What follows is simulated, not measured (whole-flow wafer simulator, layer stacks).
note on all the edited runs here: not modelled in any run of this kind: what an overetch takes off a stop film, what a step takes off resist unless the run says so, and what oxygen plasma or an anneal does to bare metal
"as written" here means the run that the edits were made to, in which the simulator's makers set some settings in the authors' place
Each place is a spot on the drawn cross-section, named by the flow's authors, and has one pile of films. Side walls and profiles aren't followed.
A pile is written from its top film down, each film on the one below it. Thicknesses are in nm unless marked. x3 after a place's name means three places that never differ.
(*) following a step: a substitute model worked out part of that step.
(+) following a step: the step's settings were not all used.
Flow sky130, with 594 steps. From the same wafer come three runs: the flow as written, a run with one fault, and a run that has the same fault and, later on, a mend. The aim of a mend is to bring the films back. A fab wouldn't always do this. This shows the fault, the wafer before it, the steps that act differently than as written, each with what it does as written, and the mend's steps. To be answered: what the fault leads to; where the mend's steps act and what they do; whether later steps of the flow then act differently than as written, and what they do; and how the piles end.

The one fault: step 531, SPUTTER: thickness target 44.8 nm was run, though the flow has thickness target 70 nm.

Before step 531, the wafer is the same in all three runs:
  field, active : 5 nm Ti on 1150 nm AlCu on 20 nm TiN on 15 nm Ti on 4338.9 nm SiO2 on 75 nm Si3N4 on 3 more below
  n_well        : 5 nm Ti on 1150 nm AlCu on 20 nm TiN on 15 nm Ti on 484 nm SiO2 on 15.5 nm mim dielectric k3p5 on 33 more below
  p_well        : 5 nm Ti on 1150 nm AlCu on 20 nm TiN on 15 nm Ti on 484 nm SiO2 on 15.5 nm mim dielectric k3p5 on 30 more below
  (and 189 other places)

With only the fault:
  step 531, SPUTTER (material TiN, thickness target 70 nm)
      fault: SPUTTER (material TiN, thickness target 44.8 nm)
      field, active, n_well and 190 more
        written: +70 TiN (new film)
        fault: +44.8 TiN (new film)
  Steps later in the flow that act otherwise than as written (not shown: 17 more steps that differ only slightly, by at most 2% or 0.5 nm, whichever is larger):
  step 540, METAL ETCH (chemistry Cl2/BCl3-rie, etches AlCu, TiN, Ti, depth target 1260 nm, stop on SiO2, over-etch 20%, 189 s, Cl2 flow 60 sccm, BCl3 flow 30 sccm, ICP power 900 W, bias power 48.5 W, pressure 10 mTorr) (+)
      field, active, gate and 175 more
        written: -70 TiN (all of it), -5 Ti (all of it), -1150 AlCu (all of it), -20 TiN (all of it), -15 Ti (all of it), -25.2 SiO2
        fault: -44.8 TiN (all of it), -5 Ti (all of it), -1150 AlCu (all of it), -20 TiN (all of it), -15 Ti (all of it), -27.7 SiO2
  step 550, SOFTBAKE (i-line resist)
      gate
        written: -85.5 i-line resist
        fault: -83 i-line resist
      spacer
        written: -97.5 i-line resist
        fault: -94.7 i-line resist
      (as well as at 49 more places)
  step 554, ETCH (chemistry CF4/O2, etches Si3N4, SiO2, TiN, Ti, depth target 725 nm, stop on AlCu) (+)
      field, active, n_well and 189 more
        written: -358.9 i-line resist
        fault: -333.7 i-line resist
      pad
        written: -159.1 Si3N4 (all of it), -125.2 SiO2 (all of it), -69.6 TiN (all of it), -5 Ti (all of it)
        fault: -159.1 Si3N4 (all of it), -125.2 SiO2 (all of it), -44.4 TiN (all of it), -5 Ti (all of it)
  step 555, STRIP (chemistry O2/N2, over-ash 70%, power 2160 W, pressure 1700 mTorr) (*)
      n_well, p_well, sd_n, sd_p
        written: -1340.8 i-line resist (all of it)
        fault: -1388.2 i-line resist (all of it)
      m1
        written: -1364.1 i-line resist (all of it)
        fault: -1411 i-line resist (all of it)
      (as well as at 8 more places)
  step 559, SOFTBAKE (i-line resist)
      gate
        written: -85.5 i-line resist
        fault: -83 i-line resist
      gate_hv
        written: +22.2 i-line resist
        fault: +21.6 i-line resist
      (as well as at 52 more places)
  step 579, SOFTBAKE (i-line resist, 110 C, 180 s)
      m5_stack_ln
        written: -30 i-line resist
        fault: -29.4 i-line resist
  By the end, the piles at n_well, p_well, sd_n and 11 more depart from the flow's by more than 2% or 0.5 nm, whichever is larger.
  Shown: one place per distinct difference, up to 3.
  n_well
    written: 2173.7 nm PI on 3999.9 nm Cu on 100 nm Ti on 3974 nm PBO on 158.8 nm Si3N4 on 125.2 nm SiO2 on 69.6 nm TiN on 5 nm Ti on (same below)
    fault: 2176.6 nm PI on 3999.9 nm Cu on 100 nm Ti on 3992.1 nm PBO on 158.8 nm Si3N4 on 125.2 nm SiO2 on 44.4 nm TiN on 5 nm Ti on (same below)
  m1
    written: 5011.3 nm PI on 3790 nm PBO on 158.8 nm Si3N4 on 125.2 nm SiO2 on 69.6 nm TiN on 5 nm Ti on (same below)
    fault: 5012.6 nm PI on 3810.9 nm PBO on 158.8 nm Si3N4 on 125.2 nm SiO2 on 44.4 nm TiN on 5 nm Ti on (same below)
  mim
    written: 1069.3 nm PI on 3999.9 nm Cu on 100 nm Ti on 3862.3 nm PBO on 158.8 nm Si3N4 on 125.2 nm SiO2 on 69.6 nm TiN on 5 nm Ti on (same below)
    fault: 1071.6 nm PI on 3999.9 nm Cu on 100 nm Ti on 3881.8 nm PBO on 158.8 nm Si3N4 on 125.2 nm SiO2 on 44.4 nm TiN on 5 nm Ti on (same below)

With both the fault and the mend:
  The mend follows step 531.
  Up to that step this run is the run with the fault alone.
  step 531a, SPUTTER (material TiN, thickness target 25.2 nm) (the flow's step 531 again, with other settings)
      field, active, n_well and 190 more
        +25.2 TiN
  Every later step of the flow that is run acts as written at every place that is followed.
  By the end, the piles equal the flow's at every place that both follow.
